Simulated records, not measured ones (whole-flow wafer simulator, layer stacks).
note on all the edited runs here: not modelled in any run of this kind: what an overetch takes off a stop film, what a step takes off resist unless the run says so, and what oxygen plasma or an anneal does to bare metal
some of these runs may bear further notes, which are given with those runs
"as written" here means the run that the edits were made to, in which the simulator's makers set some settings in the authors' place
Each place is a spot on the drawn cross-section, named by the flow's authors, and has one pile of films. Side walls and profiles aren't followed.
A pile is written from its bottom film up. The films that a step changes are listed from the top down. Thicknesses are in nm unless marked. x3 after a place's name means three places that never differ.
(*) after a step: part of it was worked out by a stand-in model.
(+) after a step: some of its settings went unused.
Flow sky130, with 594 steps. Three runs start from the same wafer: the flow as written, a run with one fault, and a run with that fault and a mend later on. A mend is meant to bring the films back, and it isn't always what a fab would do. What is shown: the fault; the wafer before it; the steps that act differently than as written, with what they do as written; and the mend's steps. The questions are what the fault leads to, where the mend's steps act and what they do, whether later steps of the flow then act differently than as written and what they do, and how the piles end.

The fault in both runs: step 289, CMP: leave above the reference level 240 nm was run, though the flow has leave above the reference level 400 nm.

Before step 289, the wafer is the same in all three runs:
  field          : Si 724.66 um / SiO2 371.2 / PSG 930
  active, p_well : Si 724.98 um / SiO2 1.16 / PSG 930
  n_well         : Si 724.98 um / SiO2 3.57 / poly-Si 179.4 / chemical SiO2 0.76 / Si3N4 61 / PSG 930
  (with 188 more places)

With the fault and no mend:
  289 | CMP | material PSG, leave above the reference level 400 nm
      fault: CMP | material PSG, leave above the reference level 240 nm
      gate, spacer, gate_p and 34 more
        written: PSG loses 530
        fault: PSG loses 690
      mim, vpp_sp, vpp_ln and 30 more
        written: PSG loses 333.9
        fault: PSG loses 493.9
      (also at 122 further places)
  Later steps of the flow acting differently than as written:
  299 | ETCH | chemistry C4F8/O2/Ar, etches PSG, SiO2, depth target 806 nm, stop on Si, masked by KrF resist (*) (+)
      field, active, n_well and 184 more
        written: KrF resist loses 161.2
        fault: KrF resist loses 145.4
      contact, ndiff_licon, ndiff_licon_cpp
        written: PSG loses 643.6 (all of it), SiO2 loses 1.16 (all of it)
        fault: PSG loses 483.6 (all of it), SiO2 loses 1.16 (all of it)
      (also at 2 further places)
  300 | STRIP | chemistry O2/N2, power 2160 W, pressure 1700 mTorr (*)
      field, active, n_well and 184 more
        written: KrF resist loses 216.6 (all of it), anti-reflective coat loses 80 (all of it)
        fault: KrF resist loses 232.4 (all of it), anti-reflective coat loses 80 (all of it)
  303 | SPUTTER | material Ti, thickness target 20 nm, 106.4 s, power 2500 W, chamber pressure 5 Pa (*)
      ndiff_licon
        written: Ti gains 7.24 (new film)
        fault: Ti gains 9.34 (new film)
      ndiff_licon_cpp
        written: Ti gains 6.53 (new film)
        fault: Ti gains 8.39 (new film)
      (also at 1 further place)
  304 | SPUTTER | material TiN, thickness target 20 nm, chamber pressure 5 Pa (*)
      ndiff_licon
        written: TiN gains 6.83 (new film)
        fault: TiN gains 8.91 (new film)
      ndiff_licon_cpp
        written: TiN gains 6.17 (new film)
        fault: TiN gains 8.02 (new film)
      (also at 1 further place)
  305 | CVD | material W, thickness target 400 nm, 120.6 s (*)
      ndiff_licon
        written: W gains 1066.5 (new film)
        fault: W gains 902.4 (new film)
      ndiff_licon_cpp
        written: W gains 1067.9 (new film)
        fault: W gains 904.2 (new film)
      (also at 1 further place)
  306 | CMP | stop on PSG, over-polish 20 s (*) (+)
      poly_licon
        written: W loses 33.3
        fault: W loses 193.3
  The piles end different from the flow's at field, active, n_well and 190 more by more than 2% or 0.5 nm, whichever is larger.
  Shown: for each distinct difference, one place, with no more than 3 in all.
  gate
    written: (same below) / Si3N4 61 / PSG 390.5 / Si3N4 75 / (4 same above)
    fault: (same below) / Si3N4 61 / PSG 230.5 / Si3N4 75 / (4 same above)
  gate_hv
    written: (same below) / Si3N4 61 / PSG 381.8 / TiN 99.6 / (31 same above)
    fault: (same below) / Si3N4 61 / PSG 221.8 / TiN 99.6 / (31 same above)
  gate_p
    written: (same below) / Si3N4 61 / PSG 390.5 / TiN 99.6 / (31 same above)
    fault: (same below) / Si3N4 61 / PSG 230.5 / TiN 99.6 / (31 same above)

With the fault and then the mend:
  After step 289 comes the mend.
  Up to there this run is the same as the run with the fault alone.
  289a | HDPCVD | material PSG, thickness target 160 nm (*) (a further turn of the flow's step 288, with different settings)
      field, active, n_well and 189 more
        PSG gains 160
  Every later step of the flow that is run acts as written, at every place that is followed, to within 2% or 0.5 nm, whichever is larger.
  The piles end only slightly different from the flow's at the places that both follow, by no more than 2% or 0.5 nm, whichever is larger.
